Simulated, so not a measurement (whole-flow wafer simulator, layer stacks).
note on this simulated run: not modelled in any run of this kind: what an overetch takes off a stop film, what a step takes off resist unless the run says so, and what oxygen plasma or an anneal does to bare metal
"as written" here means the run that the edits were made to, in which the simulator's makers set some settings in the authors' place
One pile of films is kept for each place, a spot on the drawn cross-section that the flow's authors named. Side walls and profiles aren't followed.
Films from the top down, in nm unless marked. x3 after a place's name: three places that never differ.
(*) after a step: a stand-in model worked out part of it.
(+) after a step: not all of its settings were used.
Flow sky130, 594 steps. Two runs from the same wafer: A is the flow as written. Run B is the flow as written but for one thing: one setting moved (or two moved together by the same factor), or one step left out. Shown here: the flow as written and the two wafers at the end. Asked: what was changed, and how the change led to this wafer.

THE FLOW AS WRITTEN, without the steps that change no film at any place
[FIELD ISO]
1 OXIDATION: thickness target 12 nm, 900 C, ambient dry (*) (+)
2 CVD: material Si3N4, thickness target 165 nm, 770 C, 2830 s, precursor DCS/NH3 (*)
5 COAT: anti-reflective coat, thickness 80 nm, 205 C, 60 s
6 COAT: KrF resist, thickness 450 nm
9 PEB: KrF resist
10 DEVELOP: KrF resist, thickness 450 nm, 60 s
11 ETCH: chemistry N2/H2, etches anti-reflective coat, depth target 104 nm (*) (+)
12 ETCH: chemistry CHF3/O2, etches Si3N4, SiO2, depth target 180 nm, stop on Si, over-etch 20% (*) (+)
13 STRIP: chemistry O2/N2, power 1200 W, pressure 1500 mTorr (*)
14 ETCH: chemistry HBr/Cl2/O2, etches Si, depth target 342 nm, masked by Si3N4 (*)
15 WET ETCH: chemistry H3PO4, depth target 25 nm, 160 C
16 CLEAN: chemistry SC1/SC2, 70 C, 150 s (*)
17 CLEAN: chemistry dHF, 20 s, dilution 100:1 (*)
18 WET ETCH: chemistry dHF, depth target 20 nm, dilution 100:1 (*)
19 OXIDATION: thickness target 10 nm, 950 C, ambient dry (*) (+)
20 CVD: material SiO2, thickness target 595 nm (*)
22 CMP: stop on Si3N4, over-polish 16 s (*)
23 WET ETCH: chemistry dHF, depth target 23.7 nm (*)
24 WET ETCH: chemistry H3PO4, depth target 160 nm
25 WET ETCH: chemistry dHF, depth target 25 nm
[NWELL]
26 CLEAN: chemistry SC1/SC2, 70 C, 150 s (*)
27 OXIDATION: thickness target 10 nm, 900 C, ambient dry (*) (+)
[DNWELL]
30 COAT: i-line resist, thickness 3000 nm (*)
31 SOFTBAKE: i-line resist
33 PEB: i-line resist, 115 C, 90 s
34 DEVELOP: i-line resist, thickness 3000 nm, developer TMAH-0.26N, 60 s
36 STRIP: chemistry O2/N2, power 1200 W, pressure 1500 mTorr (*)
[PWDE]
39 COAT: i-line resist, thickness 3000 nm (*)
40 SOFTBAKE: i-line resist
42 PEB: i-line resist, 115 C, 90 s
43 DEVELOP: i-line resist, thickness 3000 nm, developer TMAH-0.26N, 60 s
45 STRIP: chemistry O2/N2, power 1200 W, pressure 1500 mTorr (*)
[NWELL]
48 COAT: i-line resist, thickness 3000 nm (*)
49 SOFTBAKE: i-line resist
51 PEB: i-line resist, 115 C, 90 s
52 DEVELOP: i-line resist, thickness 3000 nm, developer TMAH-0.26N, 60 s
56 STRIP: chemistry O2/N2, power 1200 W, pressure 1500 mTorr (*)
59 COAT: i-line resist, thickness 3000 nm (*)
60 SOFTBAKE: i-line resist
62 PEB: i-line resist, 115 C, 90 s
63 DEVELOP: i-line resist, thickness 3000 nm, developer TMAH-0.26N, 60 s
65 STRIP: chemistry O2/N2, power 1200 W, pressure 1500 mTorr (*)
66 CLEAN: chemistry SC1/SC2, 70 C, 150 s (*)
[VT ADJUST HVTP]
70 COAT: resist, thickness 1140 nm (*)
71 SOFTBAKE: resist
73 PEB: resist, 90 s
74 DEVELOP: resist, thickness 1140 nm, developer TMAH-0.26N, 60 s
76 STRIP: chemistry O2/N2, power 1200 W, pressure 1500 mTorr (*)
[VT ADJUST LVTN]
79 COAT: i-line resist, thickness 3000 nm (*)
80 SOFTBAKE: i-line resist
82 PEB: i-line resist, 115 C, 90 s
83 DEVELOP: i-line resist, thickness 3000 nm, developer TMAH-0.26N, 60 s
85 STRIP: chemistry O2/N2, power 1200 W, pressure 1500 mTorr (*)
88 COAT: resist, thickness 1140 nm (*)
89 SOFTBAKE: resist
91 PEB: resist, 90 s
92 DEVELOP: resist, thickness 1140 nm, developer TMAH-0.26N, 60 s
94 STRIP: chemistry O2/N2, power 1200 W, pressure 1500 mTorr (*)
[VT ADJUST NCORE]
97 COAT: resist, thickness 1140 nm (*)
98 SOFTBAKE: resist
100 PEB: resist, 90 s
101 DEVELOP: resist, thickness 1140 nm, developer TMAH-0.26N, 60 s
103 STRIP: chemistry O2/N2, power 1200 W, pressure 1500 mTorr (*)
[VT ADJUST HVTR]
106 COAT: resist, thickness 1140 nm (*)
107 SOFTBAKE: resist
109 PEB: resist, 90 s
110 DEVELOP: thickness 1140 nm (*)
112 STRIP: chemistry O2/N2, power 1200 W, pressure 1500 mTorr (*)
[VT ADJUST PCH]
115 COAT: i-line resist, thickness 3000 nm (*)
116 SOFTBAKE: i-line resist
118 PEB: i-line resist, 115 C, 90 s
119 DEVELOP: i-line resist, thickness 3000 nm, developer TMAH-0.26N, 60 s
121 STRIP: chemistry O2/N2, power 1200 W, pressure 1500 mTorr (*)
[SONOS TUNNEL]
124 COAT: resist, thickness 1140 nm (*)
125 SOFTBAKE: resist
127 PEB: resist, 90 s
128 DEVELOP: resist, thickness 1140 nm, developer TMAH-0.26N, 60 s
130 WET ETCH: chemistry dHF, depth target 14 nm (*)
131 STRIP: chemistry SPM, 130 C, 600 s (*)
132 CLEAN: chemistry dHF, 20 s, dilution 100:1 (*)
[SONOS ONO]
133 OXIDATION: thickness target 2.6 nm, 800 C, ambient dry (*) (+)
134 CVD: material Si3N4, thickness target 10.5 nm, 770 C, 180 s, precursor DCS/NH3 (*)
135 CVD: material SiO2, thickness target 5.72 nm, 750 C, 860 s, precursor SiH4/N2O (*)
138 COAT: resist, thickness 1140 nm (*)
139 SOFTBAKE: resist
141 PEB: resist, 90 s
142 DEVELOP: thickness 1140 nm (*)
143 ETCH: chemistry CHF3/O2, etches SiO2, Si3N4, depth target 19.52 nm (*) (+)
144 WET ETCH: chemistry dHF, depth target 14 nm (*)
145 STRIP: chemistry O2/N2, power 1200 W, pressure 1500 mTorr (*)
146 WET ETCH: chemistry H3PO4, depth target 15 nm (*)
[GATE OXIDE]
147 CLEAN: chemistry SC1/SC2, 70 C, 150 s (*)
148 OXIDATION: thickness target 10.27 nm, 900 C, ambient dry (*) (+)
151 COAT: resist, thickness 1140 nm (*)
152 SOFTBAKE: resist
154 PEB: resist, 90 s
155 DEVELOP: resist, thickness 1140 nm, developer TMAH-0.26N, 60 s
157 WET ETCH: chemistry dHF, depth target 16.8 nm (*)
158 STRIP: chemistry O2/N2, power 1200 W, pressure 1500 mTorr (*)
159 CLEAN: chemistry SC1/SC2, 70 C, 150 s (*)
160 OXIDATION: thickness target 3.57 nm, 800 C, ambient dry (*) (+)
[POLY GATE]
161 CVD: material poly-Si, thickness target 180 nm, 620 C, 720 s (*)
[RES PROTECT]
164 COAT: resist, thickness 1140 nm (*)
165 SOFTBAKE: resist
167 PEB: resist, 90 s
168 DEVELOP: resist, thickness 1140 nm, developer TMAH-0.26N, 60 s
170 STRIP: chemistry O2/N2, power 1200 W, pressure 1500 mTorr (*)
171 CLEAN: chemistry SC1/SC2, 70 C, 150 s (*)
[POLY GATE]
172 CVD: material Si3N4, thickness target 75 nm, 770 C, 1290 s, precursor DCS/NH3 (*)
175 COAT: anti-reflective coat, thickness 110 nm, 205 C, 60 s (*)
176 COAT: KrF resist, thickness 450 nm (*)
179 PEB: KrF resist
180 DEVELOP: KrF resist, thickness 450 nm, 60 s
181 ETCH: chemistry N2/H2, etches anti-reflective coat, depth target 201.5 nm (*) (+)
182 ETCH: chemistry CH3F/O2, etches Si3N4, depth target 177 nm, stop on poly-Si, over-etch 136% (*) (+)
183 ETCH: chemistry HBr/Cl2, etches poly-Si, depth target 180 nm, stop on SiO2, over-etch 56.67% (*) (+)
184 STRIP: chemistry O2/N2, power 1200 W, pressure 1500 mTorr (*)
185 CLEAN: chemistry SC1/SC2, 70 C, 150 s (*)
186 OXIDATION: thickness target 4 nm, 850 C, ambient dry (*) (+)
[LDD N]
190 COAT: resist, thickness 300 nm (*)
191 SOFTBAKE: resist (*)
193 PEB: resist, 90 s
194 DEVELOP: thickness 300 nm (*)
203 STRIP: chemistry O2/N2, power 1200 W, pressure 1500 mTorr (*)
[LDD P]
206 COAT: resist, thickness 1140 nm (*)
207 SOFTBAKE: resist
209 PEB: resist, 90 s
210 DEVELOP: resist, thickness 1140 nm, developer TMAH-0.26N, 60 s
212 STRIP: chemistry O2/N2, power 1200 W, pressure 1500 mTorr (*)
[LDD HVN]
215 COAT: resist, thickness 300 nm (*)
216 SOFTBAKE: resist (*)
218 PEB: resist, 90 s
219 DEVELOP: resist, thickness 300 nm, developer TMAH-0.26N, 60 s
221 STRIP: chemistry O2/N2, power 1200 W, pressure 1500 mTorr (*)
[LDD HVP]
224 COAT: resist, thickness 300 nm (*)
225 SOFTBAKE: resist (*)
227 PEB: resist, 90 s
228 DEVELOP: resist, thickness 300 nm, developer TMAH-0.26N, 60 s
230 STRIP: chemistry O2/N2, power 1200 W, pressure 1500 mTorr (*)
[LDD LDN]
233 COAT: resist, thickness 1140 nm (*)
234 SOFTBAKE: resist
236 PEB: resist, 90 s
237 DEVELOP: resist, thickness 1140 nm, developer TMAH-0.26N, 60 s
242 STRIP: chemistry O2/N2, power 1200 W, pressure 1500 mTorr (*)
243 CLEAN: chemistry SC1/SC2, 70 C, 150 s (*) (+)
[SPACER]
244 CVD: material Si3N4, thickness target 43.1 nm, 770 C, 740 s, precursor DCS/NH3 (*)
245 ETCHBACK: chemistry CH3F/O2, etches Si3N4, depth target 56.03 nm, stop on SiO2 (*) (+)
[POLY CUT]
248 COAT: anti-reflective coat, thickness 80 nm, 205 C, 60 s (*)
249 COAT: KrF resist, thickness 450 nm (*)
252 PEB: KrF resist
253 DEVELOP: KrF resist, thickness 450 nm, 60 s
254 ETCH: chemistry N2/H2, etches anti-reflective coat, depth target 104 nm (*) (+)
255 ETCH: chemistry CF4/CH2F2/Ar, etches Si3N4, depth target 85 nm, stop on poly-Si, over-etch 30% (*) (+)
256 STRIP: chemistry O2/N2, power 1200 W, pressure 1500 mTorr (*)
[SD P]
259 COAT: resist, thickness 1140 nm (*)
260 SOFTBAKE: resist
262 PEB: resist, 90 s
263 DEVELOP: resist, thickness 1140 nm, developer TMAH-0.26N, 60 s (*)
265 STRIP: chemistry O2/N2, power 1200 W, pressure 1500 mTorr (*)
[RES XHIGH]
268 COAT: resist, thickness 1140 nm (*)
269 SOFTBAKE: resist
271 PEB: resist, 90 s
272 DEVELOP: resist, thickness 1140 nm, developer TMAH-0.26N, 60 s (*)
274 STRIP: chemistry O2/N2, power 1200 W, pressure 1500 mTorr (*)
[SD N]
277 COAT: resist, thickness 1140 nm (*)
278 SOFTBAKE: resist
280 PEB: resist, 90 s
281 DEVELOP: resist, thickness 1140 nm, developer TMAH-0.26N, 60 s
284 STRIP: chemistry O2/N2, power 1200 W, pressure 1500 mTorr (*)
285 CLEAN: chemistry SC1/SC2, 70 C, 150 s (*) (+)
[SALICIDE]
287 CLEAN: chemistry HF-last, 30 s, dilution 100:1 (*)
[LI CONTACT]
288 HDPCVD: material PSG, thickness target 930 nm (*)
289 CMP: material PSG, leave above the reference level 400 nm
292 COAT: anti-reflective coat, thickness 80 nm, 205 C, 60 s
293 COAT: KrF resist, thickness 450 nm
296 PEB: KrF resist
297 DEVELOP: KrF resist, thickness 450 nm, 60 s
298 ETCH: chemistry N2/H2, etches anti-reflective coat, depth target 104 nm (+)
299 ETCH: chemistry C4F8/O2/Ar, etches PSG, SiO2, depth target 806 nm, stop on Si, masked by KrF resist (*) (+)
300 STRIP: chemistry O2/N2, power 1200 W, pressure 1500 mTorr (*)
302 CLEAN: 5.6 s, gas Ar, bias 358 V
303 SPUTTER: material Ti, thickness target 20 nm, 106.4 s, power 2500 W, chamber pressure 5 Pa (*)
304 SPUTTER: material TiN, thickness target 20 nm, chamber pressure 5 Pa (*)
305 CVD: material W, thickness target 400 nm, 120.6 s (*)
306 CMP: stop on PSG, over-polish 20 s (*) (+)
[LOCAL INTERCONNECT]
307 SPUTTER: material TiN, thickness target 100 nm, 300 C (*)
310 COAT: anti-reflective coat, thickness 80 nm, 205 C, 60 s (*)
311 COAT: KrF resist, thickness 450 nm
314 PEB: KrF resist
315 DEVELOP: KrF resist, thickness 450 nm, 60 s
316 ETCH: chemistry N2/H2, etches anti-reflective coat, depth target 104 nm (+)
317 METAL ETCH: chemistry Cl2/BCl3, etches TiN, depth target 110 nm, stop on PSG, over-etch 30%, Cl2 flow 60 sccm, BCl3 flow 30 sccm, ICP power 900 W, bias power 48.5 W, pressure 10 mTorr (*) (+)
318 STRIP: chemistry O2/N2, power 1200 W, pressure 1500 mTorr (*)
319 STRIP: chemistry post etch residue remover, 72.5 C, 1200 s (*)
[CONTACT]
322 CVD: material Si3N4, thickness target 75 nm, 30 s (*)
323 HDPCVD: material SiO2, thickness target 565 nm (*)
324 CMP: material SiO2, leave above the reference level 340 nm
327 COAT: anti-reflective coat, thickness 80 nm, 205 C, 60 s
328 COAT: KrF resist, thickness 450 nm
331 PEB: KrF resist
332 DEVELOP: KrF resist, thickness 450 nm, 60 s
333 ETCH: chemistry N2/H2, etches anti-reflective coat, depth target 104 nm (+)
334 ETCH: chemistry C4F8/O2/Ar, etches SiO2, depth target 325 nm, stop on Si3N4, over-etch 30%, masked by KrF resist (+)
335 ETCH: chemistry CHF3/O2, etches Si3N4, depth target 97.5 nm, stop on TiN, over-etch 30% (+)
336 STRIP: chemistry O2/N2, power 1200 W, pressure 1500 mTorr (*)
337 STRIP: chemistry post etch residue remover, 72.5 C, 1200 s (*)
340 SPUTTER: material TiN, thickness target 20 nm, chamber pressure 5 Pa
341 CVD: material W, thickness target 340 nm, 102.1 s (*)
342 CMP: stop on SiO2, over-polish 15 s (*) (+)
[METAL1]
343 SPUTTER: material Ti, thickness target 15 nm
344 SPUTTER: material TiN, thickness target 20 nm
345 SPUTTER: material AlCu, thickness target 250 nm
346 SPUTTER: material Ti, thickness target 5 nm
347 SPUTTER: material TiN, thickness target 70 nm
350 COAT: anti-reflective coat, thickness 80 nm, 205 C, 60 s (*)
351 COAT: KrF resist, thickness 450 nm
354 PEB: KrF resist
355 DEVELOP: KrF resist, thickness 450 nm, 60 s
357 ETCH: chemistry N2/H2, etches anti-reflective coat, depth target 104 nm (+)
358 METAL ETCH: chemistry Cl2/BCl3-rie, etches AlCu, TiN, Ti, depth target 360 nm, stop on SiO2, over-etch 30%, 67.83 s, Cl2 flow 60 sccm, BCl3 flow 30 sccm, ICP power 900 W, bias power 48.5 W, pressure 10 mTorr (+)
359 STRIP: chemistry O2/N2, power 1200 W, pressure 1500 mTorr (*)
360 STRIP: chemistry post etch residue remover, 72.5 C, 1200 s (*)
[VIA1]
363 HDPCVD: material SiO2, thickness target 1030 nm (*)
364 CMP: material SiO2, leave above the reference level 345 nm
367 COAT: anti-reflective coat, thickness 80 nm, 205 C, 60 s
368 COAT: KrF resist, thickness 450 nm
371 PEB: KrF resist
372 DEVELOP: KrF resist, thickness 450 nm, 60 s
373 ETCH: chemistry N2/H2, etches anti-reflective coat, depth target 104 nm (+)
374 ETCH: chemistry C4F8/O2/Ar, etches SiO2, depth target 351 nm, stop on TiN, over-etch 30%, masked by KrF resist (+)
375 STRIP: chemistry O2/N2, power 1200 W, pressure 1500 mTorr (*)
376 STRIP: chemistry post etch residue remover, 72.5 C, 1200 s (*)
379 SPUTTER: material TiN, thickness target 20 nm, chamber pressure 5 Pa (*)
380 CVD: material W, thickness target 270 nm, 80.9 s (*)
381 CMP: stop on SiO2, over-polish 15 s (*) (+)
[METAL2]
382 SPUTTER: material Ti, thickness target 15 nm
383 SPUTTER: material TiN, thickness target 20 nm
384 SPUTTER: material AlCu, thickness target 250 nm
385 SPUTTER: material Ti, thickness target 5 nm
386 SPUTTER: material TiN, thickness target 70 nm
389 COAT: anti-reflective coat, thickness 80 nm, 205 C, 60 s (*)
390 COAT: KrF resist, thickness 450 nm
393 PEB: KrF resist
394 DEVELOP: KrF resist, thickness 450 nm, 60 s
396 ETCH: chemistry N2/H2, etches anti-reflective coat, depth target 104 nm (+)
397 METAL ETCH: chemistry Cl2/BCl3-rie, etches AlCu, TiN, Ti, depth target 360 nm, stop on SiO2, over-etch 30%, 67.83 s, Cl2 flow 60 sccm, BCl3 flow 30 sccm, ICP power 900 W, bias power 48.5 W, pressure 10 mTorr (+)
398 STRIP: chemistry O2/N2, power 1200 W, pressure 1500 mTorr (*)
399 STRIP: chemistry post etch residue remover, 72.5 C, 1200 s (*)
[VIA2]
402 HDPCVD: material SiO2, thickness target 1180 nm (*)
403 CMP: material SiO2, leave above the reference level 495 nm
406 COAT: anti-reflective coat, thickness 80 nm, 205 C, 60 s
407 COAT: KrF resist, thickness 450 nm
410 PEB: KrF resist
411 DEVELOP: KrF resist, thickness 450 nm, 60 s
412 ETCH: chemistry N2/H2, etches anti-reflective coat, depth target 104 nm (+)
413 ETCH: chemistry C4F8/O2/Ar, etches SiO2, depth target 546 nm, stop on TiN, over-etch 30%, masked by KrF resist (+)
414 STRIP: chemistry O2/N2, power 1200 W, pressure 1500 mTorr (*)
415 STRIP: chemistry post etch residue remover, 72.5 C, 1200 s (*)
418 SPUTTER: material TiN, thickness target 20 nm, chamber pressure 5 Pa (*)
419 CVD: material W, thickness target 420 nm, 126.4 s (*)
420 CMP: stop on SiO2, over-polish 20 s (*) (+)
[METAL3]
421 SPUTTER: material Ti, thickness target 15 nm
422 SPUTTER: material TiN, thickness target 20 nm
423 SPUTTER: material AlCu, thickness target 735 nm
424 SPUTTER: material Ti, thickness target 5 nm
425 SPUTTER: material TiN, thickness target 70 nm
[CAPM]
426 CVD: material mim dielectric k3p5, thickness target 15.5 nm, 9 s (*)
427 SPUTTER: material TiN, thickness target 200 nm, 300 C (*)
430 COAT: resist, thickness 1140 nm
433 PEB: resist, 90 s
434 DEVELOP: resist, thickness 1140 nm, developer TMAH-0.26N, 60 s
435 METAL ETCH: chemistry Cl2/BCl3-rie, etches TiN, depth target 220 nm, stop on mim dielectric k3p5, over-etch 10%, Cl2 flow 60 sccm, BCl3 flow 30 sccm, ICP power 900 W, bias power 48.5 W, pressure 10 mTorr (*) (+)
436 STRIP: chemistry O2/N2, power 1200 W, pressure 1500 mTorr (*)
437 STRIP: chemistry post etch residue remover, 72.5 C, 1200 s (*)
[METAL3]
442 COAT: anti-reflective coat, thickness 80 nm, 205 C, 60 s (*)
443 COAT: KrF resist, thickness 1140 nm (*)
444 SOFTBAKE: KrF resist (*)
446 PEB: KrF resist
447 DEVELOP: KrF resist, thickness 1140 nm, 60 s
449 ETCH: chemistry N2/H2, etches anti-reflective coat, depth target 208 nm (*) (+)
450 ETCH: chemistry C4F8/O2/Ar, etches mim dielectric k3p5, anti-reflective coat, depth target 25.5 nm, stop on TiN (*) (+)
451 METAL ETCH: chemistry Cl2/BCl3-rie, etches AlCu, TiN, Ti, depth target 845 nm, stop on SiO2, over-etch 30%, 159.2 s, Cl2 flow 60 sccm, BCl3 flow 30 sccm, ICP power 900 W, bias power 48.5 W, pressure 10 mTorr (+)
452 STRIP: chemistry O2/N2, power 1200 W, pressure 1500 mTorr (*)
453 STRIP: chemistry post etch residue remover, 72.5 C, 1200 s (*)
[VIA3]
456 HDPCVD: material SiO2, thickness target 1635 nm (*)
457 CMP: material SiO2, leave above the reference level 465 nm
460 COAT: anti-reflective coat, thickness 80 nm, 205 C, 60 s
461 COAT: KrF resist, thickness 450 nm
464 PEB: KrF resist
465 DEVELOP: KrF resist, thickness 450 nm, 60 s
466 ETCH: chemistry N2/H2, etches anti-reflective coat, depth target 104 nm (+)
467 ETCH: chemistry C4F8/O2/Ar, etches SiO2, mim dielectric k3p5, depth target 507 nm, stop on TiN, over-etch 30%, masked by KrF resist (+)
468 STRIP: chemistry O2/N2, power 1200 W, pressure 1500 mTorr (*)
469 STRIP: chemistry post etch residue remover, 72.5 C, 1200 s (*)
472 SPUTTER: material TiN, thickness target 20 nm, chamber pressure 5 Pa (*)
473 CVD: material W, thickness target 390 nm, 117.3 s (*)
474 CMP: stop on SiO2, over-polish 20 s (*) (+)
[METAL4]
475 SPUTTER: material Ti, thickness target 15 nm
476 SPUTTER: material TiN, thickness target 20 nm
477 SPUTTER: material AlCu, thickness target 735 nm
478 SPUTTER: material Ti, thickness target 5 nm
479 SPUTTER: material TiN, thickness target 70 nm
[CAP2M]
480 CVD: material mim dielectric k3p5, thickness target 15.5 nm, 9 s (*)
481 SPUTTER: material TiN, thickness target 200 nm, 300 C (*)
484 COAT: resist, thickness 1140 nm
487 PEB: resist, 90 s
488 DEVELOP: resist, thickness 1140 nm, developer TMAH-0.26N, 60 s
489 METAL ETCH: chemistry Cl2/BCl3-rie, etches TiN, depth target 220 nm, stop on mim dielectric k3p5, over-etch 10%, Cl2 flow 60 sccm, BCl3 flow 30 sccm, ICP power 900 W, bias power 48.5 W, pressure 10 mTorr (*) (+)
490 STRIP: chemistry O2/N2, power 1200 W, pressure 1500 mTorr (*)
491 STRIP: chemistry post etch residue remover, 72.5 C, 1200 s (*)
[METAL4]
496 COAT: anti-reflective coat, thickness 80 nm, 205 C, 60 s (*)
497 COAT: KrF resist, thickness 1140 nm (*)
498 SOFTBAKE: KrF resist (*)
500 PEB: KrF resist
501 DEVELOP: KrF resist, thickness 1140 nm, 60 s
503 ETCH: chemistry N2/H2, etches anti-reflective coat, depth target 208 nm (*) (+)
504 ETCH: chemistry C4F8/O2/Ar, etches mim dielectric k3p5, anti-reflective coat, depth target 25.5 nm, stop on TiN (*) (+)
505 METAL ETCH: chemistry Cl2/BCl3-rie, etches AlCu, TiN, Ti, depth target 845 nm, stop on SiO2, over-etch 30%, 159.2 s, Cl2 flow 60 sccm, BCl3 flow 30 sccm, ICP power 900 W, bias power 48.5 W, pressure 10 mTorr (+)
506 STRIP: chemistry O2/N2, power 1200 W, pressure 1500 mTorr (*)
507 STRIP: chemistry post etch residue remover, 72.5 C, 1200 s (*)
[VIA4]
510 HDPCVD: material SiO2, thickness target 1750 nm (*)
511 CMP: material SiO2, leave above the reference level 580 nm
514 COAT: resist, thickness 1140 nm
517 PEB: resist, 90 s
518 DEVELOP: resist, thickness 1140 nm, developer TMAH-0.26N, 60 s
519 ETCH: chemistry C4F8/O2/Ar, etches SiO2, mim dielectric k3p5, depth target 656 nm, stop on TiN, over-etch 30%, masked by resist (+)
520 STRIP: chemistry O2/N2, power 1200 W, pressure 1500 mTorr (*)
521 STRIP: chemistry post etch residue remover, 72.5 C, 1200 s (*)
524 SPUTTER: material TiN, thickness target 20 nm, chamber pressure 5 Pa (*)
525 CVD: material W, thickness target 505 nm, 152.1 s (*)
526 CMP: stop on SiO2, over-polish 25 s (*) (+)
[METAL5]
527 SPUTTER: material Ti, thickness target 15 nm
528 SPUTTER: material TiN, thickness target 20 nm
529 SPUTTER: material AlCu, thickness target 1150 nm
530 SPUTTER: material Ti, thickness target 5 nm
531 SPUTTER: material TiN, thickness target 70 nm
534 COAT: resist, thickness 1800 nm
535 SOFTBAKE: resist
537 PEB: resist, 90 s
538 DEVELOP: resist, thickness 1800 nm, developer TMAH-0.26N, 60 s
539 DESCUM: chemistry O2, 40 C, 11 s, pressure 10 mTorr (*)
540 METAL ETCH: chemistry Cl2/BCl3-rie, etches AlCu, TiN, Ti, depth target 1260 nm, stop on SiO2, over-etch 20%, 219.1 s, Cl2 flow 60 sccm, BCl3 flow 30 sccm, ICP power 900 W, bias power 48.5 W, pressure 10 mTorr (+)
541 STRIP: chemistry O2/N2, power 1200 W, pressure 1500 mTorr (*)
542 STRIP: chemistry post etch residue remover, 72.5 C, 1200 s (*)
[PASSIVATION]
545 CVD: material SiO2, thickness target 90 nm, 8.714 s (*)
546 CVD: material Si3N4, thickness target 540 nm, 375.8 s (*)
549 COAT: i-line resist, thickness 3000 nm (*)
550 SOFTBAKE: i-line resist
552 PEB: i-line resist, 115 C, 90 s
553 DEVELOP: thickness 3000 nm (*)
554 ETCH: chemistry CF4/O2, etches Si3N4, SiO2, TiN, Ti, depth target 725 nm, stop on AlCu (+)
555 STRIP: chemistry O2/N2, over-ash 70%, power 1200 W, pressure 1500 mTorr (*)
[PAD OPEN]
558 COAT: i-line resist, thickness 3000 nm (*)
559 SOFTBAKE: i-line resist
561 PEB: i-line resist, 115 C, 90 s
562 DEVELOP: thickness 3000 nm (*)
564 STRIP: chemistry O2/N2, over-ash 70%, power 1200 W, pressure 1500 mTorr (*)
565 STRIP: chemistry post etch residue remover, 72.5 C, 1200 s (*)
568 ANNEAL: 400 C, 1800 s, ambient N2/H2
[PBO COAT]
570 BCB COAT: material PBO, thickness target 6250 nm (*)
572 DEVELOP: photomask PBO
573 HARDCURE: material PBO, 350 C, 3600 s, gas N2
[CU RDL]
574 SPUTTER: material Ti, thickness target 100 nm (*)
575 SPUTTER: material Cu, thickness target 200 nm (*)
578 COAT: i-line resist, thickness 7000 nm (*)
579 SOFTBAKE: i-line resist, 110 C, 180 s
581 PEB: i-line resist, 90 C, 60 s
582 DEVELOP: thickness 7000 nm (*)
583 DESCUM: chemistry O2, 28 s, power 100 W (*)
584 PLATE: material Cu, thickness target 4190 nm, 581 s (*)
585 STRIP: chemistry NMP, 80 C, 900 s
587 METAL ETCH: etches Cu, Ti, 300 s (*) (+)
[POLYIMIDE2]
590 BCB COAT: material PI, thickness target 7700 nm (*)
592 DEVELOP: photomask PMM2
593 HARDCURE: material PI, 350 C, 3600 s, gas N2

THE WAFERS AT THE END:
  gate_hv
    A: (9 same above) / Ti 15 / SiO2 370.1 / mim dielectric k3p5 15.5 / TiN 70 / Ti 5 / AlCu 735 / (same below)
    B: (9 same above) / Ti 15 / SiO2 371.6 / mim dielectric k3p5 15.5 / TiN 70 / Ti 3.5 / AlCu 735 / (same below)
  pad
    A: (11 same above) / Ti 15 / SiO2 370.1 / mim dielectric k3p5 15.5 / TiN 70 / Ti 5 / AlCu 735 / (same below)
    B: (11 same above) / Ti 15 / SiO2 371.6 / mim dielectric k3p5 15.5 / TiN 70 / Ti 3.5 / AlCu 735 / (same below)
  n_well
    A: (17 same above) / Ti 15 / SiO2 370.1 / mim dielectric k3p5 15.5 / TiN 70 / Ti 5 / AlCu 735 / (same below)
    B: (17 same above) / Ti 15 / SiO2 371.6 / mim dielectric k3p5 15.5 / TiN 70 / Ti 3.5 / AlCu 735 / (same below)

The cause: step 424, SPUTTER: thickness target 3.5 nm was run, where the flow has thickness target 5 nm.
It can be read off the wafer: gate_hv has Ti 3.5, and step 424 as written asks for 5 nm.

How the change led to this, step by step:
  424 SPUTTER: material Ti, thickness target 5 nm
      field, active, n_well and 188 more: A Ti +5 (new film) | B Ti +3.5 (new film)
  451 METAL ETCH: chemistry Cl2/BCl3-rie, etches AlCu, TiN, Ti, depth target 845 nm, stop on SiO2, over-etch 30%, 159.2 s, Cl2 flow 60 sccm, BCl3 flow 30 sccm, ICP power 900 W, bias power 48.5 W, pressure 10 mTorr (+)
      field, active, gate and 69 more: A TiN -70 (all of it), Ti -5 (all of it), AlCu -735 (all of it), TiN -20 (all of it), Ti -15 (all of it), SiO2 -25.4 | B TiN -70 (all of it), Ti -3.5 (all of it), AlCu -735 (all of it), TiN -20 (all of it), Ti -15 (all of it), SiO2 -25.5
      vpp_ln, vpp_iso2, ndiff_ln and 10 more: A TiN -70 (all of it), Ti -5 (all of it), AlCu -735 (all of it), TiN -20 (all of it), Ti -15 (all of it), SiO2 -25.3 | B TiN -70 (all of it), Ti -3.5 (all of it), AlCu -735 (all of it), TiN -20 (all of it), Ti -15 (all of it), SiO2 -25.5
